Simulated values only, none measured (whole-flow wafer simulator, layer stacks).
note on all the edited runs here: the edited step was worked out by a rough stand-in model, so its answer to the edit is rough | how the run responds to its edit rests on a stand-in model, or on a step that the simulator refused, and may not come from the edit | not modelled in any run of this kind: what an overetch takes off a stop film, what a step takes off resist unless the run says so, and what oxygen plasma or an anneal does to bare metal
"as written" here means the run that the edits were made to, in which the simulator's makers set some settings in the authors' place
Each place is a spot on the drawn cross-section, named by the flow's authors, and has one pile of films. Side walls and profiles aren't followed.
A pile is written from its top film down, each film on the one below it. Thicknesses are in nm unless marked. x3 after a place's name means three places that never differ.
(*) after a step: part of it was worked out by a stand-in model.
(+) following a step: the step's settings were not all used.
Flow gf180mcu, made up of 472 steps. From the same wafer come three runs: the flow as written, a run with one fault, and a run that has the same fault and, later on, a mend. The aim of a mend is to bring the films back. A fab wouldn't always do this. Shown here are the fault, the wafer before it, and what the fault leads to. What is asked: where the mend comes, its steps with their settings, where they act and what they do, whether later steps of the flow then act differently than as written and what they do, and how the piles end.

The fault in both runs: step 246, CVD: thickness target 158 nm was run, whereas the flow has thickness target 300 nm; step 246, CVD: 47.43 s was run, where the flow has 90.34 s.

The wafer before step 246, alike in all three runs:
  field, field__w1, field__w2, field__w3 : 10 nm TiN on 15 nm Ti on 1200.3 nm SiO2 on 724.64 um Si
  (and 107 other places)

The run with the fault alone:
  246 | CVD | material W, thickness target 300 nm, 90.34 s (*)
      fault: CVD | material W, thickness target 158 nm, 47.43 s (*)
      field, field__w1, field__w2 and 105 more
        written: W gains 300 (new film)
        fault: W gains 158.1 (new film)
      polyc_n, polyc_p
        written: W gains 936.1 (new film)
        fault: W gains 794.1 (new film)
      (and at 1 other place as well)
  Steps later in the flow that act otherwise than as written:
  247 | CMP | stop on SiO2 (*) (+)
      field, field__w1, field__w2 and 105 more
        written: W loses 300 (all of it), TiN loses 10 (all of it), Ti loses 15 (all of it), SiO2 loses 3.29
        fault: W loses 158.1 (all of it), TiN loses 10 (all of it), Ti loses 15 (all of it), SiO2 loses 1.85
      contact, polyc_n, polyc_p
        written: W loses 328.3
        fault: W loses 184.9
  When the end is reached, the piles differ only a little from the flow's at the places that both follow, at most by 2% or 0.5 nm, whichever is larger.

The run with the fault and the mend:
  The mend follows step 246.
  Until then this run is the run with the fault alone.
  246a | CVD | material W, thickness target 142 nm, 42.76 s (the flow's step 246, run once more with other settings)
      field, field__w1, field__w2 and 108 more
        W gains 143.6
  Later steps of the flow that are run all act as written at every place that is followed, up to a difference of at most 2% or 0.5 nm, whichever is larger.
  When the end is reached, the piles differ only a little from the flow's at the places that both follow, at most by 2% or 0.5 nm, whichever is larger.
